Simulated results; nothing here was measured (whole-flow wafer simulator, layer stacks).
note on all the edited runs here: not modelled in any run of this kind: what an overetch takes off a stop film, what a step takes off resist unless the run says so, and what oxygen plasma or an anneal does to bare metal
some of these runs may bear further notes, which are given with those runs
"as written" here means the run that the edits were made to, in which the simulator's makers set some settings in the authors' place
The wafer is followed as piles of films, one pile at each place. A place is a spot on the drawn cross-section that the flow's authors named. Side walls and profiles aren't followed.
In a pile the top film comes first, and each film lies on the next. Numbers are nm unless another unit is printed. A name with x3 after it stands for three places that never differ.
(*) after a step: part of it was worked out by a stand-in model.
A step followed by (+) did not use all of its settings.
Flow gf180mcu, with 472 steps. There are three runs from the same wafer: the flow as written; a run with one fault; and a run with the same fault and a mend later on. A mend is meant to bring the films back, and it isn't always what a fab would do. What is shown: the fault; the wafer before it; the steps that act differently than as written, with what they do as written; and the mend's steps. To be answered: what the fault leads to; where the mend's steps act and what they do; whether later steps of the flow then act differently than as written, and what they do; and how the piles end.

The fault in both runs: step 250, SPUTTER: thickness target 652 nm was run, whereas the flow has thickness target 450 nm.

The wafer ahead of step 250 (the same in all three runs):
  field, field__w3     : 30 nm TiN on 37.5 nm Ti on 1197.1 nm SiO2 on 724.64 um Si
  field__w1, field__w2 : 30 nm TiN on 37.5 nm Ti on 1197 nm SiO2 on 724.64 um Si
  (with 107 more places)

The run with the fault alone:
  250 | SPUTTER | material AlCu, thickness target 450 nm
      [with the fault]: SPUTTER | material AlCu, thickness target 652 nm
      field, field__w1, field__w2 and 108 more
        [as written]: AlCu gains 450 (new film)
        [with the fault]: AlCu gains 652 (new film)
  Steps later in the flow that act otherwise than as written:
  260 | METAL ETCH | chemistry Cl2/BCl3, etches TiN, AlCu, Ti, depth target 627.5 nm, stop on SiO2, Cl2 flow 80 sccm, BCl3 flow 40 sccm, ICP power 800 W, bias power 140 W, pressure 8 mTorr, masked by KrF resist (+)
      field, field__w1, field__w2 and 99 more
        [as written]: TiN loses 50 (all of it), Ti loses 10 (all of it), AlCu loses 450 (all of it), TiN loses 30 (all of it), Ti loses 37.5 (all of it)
        [with the fault]: TiN loses 50 (all of it), Ti loses 10 (all of it), AlCu loses 567.5
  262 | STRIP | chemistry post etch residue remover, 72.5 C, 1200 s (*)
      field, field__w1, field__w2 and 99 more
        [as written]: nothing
        [with the fault]: AlCu loses 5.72
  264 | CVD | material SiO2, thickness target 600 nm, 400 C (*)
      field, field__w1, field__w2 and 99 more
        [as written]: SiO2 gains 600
        [with the fault]: SiO2 gains 600 (new film)
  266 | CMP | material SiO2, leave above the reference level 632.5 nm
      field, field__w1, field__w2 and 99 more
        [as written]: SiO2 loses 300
        [with the fault]: SiO2 loses 244.3
  By the end, the piles at field, field__w1, field__w2 and 109 more depart from the flow's by more than 2% or 0.5 nm, whichever is larger.
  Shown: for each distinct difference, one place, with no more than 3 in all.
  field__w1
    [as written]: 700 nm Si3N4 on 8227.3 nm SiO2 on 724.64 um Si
    [with the fault]: 700 nm Si3N4 on 7086 nm SiO2 on 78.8 nm AlCu on 30 nm TiN on 37.5 nm Ti on 1197 nm SiO2 on 724.64 um Si
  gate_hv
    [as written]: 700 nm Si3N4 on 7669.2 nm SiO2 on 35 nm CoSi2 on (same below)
    [with the fault]: 700 nm Si3N4 on 7086 nm SiO2 on 78.8 nm AlCu on 30 nm TiN on 37.5 nm Ti on 638.9 nm SiO2 on 35 nm CoSi2 on (same below)
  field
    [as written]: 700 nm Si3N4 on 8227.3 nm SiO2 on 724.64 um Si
    [with the fault]: 700 nm Si3N4 on 7086 nm SiO2 on 78.8 nm AlCu on 30 nm TiN on 37.5 nm Ti on 1197.1 nm SiO2 on 724.64 um Si

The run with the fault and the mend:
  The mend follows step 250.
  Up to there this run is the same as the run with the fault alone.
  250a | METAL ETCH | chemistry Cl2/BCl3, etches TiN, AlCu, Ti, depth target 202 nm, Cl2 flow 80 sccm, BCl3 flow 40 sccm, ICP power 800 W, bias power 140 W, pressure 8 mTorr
      field, field__w1, field__w2 and 108 more
        AlCu loses 202
  Later steps of the flow that are run all act as written at every place that is followed.
  By the end, the piles equal the flow's at every place that both follow.
